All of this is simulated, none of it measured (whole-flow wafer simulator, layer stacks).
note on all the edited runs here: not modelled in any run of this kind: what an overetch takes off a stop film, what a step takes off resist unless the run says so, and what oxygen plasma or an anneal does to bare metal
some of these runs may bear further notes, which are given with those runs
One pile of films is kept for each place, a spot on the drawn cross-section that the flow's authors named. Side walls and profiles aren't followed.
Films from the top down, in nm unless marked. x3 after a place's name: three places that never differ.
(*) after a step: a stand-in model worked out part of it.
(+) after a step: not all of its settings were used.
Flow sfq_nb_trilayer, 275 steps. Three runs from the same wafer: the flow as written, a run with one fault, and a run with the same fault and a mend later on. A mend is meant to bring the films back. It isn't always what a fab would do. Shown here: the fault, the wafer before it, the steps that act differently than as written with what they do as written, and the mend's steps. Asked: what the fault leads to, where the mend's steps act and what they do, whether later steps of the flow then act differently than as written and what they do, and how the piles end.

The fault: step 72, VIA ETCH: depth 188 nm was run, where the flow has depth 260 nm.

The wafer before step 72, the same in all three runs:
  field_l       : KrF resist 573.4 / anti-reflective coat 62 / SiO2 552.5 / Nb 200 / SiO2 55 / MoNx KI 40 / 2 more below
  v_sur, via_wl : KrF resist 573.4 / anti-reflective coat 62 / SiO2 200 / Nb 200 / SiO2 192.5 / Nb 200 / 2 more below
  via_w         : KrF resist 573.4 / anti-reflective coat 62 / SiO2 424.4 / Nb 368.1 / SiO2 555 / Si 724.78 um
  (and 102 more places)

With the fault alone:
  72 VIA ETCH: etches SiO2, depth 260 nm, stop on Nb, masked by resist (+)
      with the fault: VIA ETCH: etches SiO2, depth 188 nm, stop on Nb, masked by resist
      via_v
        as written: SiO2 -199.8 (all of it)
        with the fault: SiO2 -188
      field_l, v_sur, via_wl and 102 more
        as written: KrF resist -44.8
        with the fault: KrF resist -32.4
  Later steps of the flow that act differently than as written (6 more steps differ only slightly, by at most 2% or 0.5 nm, whichever is larger, and aren't shown):
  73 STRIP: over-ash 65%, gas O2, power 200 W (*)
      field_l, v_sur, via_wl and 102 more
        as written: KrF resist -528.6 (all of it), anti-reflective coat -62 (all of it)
        with the fault: KrF resist -541 (all of it), anti-reflective coat -62 (all of it)
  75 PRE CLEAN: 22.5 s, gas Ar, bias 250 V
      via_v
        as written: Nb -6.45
        with the fault: SiO2 -7.5
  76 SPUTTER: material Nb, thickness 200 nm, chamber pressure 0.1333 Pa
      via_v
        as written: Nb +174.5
        with the fault: Nb +176.8 (new film)
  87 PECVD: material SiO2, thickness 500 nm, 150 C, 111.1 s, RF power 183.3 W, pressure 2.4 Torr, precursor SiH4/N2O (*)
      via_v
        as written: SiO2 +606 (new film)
        with the fault: SiO2 +593 (new film)
  At the end the piles differ from the flow's by more than 2% or 0.5 nm, whichever is larger, at via_v.
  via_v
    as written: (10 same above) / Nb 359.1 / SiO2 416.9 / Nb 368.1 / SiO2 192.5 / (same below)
    with the fault: (10 same above) / Nb 359.1 / SiO2 403.9 / Nb 176.8 / SiO2 4.34 / Nb 200 / SiO2 192.5 / (same below)

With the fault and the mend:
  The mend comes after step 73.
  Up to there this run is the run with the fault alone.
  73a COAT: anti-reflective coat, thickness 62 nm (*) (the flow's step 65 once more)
      p4_fl x3, p4_w1 x9, p4_g1 x2 and 63 more
        anti-reflective coat +62 (new film)
      r_end, moat, field_r and 7 more
        anti-reflective coat +61.8 (new film)
      sp_r, be_r, r_sur, res
        anti-reflective coat +61.7 (new film)
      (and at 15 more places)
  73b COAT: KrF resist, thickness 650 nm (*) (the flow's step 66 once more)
      p4_fl x3, p4_w1 x9, p4_g1 x2 and 63 more
        KrF resist +650 (new film)
      lsp_l, ln_m5, lsp_m, ln_m6, lsp_r, l0_sur, l0v
        KrF resist +649.6 (new film)
      r_end, moat, field_r
        KrF resist +649.5 (new film)
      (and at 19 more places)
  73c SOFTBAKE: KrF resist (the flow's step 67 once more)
      changes no film at any place that is followed
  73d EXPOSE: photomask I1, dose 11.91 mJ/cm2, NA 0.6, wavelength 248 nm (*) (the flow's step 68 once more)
      changes no film at any place that is followed
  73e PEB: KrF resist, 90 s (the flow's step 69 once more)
      ce_r, sp_r, be_r and 89 more
        KrF resist -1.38
      field_l, v_sur, via_wl and 8 more
        KrF resist -1.37
      via_wr, be
        KrF resist -1.36
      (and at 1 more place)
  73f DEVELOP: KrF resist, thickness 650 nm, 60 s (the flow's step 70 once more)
      field_l, v_sur, via_wl and 102 more
        KrF resist -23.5
      via_v
        KrF resist -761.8 (all of it)
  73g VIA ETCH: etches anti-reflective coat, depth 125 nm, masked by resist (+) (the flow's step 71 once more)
      field_l, v_sur, via_wl and 102 more
        KrF resist -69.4
      via_v
        anti-reflective coat -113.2 (all of it)
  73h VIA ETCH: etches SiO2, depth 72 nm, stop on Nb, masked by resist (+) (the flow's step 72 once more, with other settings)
      field_l, v_sur, via_wl and 102 more
        KrF resist -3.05
      via_v
        SiO2 -11.8 (all of it)
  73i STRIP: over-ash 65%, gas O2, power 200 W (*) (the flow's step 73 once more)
      p4_fl x3, p4_w1 x9, p4_g1 x2 and 63 more
        KrF resist -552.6 (all of it), anti-reflective coat -62 (all of it)
      field_r, lsp_l, ln_m5, lsp_m, ln_m6, lsp_r, l0_sur, l0v
        KrF resist -552.2 (all of it), anti-reflective coat -61.8 (all of it)
      r_sur, res
        KrF resist -552 (all of it), anti-reflective coat -61.7 (all of it)
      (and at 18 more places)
  No later step of the flow acts differently than as written, at any place that is followed, by more than 2% or 0.5 nm, whichever is larger.
  At the end the piles differ from the flow's only slightly at the places that both follow, by at most 2% or 0.5 nm, whichever is larger.
